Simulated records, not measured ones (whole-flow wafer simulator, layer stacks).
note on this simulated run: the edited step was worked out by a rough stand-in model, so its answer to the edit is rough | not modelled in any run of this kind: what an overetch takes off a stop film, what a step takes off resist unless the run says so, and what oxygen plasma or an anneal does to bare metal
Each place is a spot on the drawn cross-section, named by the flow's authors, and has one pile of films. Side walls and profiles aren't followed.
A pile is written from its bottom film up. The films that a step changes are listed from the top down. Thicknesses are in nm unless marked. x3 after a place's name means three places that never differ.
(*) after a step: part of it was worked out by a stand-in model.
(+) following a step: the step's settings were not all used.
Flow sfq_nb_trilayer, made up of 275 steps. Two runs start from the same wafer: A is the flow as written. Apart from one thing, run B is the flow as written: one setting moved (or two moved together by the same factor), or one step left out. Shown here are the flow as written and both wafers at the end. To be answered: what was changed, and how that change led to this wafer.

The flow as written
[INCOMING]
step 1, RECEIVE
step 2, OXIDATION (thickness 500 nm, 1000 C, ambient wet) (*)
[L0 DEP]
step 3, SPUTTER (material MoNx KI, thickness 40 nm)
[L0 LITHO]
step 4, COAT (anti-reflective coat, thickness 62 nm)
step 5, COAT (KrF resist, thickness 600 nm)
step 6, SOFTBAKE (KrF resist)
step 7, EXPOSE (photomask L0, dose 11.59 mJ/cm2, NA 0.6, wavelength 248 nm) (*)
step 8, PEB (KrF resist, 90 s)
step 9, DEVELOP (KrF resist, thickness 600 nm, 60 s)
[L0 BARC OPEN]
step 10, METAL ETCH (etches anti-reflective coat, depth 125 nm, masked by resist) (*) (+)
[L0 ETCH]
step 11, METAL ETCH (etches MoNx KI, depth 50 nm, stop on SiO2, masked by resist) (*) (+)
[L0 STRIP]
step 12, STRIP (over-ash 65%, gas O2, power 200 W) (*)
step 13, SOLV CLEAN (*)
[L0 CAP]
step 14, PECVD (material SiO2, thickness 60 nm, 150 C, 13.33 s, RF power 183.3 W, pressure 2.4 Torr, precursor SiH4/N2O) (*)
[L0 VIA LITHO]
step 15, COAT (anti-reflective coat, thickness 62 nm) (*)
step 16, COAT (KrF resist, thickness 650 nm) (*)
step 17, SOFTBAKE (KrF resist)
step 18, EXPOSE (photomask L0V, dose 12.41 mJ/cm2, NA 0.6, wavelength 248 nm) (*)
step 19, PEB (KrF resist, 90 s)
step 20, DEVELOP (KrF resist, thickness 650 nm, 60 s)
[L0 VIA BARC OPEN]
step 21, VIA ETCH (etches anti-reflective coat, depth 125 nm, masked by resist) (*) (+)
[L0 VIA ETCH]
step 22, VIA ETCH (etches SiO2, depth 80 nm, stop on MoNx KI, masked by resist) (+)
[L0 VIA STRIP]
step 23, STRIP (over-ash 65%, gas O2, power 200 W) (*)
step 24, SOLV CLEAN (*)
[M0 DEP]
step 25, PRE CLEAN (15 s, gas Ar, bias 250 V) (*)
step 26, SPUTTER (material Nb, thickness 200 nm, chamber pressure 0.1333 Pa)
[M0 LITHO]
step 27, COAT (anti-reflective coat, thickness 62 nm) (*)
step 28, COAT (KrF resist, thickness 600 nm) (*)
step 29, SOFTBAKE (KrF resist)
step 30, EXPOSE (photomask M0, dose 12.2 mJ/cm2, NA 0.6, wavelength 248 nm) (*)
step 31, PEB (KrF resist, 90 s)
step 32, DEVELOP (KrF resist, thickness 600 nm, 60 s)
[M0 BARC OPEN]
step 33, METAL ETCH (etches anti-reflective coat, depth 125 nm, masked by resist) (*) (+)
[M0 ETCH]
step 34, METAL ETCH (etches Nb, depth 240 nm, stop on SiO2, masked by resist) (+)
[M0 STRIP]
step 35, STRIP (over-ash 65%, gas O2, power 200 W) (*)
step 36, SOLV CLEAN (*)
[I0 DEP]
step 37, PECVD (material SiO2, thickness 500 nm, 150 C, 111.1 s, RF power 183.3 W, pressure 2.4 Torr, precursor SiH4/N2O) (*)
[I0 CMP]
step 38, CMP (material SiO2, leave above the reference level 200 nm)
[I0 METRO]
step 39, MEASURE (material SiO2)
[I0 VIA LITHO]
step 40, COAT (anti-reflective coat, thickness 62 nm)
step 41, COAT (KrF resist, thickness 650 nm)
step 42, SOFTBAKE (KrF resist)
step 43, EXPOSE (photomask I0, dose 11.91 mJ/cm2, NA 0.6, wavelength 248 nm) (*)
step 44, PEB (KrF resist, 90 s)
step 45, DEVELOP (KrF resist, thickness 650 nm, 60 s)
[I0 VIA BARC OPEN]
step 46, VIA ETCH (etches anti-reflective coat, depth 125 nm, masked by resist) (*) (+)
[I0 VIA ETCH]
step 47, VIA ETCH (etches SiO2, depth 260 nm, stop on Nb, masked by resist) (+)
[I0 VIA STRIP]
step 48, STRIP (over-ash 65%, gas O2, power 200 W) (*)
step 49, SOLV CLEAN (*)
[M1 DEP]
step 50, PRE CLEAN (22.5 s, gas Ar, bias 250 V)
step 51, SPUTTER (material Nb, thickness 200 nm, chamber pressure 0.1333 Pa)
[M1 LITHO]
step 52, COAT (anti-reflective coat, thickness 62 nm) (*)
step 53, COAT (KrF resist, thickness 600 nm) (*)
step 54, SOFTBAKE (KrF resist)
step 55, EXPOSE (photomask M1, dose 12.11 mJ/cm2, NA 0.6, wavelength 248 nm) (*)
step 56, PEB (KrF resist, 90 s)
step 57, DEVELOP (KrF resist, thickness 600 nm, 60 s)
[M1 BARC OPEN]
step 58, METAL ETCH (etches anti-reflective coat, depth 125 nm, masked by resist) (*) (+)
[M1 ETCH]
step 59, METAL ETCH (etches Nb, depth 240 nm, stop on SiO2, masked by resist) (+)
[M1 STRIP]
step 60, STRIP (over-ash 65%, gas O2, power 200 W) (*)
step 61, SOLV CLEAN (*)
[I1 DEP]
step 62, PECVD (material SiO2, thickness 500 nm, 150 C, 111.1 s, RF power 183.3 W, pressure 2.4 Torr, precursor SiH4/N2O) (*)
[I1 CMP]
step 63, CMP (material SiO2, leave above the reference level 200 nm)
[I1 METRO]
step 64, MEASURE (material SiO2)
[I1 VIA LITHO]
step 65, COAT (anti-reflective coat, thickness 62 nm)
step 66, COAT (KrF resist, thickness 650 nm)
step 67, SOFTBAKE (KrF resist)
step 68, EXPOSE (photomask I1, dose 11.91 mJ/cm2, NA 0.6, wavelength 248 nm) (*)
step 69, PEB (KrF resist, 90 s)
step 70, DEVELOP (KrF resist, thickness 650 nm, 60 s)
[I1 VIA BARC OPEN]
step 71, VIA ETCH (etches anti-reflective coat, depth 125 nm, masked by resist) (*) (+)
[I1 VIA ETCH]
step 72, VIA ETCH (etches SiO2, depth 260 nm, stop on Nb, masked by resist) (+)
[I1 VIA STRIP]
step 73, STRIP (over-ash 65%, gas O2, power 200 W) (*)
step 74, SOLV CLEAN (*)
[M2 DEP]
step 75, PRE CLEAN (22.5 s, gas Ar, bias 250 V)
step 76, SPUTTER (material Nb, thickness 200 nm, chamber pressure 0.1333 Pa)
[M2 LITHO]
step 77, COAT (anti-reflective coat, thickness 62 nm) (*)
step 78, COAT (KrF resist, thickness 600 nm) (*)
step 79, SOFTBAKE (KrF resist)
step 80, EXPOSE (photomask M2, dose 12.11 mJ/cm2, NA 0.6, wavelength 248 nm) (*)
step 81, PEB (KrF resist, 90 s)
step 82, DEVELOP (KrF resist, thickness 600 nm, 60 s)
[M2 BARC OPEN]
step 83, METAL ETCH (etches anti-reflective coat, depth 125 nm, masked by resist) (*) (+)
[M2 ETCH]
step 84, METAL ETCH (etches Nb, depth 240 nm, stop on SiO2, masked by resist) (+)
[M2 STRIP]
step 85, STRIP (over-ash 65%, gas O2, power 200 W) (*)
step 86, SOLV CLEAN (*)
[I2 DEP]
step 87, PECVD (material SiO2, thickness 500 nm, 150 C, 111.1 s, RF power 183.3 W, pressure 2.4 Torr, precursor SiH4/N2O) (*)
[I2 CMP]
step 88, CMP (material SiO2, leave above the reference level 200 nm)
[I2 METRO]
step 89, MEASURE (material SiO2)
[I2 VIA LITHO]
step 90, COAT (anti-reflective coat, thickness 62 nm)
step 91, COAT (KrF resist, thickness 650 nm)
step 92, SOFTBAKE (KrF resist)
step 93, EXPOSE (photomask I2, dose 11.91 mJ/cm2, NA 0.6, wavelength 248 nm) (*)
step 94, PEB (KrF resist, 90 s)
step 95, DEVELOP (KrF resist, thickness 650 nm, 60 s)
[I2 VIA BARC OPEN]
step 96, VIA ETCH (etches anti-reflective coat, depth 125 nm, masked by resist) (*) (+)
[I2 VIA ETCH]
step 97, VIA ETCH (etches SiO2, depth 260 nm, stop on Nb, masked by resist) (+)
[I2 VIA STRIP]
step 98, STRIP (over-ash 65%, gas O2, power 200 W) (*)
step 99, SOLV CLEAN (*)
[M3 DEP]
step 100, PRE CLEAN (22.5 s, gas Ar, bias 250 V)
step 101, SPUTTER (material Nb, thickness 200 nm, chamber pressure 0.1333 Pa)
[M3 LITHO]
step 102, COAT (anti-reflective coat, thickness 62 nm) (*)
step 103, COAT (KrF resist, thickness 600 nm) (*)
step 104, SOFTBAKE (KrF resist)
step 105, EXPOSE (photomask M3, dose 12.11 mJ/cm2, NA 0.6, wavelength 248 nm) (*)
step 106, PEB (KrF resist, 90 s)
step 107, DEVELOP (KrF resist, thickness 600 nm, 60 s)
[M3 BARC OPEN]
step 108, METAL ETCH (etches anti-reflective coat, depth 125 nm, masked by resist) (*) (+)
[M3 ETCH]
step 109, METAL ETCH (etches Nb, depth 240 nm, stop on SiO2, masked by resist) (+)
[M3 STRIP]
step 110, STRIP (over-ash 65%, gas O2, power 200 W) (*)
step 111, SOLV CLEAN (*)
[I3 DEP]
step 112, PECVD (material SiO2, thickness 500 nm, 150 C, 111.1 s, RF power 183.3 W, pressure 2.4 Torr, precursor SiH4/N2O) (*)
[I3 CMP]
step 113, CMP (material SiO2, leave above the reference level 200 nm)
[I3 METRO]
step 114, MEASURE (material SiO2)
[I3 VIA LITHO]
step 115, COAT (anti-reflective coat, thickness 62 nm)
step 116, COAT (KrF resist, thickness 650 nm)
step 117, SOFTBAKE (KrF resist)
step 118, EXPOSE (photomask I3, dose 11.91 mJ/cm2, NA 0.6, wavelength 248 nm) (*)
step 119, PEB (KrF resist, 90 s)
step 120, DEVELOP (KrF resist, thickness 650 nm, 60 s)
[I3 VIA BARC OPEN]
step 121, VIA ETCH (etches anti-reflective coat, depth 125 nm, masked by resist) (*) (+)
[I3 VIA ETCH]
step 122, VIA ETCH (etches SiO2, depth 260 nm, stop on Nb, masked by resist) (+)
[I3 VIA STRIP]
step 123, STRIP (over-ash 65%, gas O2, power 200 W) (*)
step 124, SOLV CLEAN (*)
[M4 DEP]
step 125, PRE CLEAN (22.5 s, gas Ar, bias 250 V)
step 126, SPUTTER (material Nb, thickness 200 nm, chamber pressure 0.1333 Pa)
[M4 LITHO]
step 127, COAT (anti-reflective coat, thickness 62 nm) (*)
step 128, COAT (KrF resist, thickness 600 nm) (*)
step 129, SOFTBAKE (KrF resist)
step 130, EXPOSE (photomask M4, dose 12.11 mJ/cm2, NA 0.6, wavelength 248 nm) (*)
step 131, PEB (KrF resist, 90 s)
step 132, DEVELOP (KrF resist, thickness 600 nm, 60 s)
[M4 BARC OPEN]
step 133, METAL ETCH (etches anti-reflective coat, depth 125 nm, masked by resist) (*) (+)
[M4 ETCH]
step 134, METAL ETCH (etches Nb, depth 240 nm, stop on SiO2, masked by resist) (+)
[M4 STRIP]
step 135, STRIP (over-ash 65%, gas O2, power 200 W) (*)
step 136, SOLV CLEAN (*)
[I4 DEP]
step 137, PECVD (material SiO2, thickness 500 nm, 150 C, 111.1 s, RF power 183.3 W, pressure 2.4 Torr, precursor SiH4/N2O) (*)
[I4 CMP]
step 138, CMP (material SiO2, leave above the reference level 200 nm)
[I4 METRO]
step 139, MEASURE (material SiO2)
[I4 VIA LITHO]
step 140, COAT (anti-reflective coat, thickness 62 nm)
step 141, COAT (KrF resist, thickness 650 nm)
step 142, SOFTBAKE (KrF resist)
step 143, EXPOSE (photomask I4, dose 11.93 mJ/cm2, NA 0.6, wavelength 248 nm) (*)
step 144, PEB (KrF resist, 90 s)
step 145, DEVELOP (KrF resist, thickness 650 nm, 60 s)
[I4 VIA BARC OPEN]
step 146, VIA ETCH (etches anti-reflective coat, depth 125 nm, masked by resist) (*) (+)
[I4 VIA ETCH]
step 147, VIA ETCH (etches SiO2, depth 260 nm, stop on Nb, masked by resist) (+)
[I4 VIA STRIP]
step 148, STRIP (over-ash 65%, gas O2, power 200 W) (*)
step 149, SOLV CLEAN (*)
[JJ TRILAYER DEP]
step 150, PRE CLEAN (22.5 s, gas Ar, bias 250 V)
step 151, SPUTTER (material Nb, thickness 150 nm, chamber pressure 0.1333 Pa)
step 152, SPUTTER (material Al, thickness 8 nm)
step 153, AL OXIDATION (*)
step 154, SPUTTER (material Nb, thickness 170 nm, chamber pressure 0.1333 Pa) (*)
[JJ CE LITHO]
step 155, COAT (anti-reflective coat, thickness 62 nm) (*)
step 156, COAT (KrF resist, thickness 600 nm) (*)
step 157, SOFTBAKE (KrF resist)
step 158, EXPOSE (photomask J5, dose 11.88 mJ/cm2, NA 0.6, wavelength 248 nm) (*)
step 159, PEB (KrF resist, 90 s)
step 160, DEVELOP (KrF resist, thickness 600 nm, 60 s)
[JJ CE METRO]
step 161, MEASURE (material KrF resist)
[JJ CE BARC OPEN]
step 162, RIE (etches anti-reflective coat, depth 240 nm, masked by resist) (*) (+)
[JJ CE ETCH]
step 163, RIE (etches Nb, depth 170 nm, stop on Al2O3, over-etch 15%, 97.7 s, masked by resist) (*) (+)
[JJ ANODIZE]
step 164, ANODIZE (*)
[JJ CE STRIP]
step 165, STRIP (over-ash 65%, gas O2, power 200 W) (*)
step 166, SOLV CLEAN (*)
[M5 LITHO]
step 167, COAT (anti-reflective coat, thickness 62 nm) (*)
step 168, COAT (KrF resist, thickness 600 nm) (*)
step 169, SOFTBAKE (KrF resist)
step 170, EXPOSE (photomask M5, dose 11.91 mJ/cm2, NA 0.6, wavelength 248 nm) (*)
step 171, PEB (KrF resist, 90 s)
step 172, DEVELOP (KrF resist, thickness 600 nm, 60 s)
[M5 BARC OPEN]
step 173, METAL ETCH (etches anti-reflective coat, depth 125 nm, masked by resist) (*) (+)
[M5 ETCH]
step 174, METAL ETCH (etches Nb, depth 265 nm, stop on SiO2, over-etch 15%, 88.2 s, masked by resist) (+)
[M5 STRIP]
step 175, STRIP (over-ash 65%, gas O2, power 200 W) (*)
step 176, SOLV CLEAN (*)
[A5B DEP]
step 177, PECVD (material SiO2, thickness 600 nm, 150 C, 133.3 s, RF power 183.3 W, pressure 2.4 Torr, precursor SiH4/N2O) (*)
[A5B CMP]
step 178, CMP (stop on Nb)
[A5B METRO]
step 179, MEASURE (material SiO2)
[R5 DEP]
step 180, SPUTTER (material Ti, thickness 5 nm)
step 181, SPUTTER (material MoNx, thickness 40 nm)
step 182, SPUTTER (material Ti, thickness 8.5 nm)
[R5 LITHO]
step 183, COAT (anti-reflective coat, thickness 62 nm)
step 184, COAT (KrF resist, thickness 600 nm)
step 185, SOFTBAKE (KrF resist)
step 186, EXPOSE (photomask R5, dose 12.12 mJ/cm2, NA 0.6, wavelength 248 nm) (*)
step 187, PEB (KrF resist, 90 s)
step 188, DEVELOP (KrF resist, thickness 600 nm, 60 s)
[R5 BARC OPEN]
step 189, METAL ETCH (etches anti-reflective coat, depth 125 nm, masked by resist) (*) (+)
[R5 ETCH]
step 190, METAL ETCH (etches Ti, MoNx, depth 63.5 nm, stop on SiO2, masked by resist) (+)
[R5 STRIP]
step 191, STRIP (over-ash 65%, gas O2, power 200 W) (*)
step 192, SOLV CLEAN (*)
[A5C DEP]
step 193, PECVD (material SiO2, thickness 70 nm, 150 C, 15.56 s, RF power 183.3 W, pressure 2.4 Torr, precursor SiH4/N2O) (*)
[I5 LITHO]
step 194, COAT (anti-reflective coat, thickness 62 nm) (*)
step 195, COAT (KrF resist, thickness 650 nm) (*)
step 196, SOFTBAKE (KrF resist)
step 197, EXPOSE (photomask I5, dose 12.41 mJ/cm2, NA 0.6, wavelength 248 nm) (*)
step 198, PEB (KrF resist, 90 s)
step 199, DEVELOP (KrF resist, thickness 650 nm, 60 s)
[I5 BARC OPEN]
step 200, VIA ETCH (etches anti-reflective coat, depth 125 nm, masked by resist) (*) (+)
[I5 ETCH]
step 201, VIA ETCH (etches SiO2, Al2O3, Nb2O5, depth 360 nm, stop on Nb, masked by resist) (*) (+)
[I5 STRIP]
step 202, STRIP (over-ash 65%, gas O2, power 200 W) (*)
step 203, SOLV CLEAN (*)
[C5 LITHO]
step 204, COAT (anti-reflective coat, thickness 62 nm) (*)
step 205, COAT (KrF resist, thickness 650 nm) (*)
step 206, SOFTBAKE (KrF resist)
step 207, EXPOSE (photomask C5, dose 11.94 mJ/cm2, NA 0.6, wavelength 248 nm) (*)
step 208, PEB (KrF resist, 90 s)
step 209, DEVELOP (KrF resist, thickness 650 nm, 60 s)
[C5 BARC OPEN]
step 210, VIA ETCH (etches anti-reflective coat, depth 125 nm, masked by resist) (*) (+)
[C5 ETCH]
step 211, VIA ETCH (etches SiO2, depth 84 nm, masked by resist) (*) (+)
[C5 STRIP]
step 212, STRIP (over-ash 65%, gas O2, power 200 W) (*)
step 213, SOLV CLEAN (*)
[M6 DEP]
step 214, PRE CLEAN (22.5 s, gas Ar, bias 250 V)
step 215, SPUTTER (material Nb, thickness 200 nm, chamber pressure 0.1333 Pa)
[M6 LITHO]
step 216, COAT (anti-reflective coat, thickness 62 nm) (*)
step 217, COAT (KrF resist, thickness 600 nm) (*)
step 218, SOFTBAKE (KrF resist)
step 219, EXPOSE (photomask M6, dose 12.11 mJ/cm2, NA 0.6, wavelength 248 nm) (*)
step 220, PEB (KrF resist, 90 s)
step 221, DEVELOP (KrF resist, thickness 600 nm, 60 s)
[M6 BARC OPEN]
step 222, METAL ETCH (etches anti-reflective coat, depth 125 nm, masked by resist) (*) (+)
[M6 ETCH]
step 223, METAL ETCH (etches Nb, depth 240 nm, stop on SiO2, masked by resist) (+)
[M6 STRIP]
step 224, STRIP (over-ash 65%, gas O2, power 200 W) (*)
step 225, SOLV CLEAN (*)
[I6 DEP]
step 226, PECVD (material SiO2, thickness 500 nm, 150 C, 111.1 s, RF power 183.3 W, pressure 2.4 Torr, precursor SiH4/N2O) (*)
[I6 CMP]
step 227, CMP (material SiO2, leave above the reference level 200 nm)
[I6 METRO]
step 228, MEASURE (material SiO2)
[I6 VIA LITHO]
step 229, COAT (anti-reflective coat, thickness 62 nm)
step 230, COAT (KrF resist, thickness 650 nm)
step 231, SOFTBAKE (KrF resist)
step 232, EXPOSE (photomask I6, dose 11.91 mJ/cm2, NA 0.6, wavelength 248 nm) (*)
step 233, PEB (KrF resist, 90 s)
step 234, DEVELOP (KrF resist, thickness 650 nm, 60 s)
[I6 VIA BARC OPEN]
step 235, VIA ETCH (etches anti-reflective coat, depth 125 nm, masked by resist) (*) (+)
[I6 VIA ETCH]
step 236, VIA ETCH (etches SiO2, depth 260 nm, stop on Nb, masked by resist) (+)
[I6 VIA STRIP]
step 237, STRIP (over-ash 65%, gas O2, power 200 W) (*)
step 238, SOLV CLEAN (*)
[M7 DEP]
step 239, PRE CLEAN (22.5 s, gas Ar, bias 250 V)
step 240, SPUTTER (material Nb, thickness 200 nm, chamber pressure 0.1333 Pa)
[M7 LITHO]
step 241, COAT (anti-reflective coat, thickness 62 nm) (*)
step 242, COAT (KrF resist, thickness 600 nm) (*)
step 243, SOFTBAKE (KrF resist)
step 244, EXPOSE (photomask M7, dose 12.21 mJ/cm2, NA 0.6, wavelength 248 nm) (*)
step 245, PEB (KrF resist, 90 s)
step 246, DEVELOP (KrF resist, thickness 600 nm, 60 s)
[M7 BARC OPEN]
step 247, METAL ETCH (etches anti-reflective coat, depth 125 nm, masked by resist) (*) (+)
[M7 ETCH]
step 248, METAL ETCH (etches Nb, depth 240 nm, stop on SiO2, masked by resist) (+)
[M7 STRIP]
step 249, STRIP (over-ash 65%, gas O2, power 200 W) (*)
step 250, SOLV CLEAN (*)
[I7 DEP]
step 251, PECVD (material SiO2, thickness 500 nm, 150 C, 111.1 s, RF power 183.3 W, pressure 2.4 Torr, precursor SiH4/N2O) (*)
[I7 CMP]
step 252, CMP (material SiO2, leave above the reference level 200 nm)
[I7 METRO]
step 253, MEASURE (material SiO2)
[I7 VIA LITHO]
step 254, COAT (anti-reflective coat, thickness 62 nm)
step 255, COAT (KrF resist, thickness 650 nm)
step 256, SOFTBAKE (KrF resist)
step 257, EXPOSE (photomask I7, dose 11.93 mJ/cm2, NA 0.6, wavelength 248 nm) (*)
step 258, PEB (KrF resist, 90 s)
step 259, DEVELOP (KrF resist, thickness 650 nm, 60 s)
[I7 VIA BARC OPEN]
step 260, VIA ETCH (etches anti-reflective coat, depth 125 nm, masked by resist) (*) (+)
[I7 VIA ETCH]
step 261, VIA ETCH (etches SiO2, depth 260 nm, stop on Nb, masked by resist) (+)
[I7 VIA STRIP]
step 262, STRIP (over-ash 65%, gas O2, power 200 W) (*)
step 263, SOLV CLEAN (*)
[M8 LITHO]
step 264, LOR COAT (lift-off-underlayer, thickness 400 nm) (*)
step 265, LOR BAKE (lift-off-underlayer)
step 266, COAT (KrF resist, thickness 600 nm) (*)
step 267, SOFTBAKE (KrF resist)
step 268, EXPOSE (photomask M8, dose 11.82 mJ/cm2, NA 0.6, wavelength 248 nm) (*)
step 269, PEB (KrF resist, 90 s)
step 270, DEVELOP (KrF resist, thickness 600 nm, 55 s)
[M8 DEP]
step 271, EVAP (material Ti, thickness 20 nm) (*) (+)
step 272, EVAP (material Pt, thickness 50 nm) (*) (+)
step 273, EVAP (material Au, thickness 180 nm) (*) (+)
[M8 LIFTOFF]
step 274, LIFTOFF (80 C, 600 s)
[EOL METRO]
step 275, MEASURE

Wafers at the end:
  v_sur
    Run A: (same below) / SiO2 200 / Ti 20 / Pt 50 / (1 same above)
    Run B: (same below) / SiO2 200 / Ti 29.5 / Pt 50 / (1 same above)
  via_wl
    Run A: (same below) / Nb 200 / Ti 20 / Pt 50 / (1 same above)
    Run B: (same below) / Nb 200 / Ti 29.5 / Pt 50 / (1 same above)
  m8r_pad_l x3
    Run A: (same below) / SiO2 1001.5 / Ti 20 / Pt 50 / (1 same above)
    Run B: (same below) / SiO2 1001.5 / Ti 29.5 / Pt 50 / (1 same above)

Cause: step 271, EVAP: thickness 29.5 nm was run, while the flow as written has thickness 20 nm.
The wafer itself shows it: v_sur has Ti 29.5, and step 271 as written asks for 20 nm.

Step by step, how the change led to this:
  step 271, EVAP (material Ti, thickness 20 nm) (*) (+)
      field_l, v_sur, via_wl and 103 more: A +20 Ti (new film) | B +29.5 Ti (new film)
  step 274, LIFTOFF (80 C, 600 s)
      p4_fl x3, p4_w1 x9, p4_g1 x2 and 60 more: A -180 Au (all of it), -50 Pt (all of it), -20 Ti (all of it), -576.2 KrF resist (all of it), -400 lift-off-underlayer (all of it) | B -180 Au (all of it), -50 Pt (all of it), -29.5 Ti (all of it), -576.2 KrF resist (all of it), -400 lift-off-underlayer (all of it)
      c5j, ce_r: A -180 Au (all of it), -50 Pt (all of it), -20 Ti (all of it), -573.3 KrF resist (all of it), -399.3 lift-off-underlayer (all of it) | B -180 Au (all of it), -50 Pt (all of it), -29.5 Ti (all of it), -573.3 KrF resist (all of it), -399.3 lift-off-underlayer (all of it)
      (as well as at 19 more places)
